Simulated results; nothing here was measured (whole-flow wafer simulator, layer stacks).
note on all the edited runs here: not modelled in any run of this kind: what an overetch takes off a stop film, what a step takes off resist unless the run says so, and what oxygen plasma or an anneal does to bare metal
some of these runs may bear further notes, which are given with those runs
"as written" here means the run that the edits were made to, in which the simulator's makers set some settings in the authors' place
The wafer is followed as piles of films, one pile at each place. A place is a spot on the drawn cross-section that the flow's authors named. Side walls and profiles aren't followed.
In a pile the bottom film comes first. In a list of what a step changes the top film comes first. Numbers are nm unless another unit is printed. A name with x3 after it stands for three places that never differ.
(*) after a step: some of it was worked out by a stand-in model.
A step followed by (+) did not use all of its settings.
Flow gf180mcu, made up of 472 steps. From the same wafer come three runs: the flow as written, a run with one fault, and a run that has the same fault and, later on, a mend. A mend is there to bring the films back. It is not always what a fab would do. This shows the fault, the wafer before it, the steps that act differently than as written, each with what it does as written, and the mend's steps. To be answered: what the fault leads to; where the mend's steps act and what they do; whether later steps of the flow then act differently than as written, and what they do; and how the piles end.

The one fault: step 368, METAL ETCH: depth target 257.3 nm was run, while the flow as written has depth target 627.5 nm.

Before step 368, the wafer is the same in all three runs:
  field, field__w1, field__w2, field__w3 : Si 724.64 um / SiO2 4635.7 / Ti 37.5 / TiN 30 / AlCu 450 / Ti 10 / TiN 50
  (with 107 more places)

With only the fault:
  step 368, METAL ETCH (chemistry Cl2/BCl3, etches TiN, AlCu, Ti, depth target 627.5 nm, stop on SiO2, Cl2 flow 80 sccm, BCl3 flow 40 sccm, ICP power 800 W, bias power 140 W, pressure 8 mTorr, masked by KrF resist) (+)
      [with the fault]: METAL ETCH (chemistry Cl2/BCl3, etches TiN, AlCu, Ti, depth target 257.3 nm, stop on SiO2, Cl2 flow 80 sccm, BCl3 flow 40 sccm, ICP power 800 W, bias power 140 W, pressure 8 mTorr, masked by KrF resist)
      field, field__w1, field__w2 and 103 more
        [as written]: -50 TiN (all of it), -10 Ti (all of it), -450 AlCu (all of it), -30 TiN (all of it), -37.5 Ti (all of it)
        [with the fault]: -50 TiN (all of it), -10 Ti (all of it), -197.3 AlCu
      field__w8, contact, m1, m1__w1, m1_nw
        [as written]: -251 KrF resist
        [with the fault]: -102.9 KrF resist
  Steps further on in the flow that do not act as written:
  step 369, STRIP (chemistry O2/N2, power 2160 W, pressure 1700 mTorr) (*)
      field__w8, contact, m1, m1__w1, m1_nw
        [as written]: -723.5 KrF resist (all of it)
        [with the fault]: -871.6 KrF resist (all of it)
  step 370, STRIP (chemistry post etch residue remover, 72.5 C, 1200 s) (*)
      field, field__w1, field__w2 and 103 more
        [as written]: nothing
        [with the fault]: -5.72 AlCu
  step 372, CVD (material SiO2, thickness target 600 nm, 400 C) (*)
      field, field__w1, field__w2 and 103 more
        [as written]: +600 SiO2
        [with the fault]: +600 SiO2 (new film)
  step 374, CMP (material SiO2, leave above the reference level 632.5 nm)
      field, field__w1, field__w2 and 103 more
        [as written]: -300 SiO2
        [with the fault]: -614.5 SiO2
  At field, field__w1, field__w2 and 104 more, the piles at the end differ from the flow's by more than 2% or 0.5 nm, whichever is larger.
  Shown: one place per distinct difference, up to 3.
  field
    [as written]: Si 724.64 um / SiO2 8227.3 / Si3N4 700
    [with the fault]: Si 724.64 um / SiO2 4635.7 / Ti 37.5 / TiN 30 / AlCu 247 / SiO2 3277.1 / Si3N4 700
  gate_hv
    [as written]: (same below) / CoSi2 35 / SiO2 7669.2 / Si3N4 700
    [with the fault]: (same below) / CoSi2 35 / SiO2 4077.6 / Ti 37.5 / TiN 30 / AlCu 247 / SiO2 3277.1 / Si3N4 700
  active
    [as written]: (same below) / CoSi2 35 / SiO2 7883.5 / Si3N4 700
    [with the fault]: (same below) / CoSi2 35 / SiO2 4291.9 / Ti 37.5 / TiN 30 / AlCu 247 / SiO2 3277.1 / Si3N4 700

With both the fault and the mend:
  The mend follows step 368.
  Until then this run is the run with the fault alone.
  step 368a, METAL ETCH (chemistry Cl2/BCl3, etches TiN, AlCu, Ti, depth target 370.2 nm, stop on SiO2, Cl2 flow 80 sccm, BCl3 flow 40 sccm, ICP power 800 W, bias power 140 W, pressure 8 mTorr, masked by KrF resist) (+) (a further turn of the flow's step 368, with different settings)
      field, field__w1, field__w2 and 103 more
        -252.7 AlCu (all of it), -30 TiN (all of it), -37.5 Ti (all of it)
      field__w8, contact, m1, m1__w1, m1_nw
        -148.1 KrF resist
  None of the later steps of the flow acts differently than as written at any place that is followed.
  At every place that both follow, the piles at the end match the flow's.
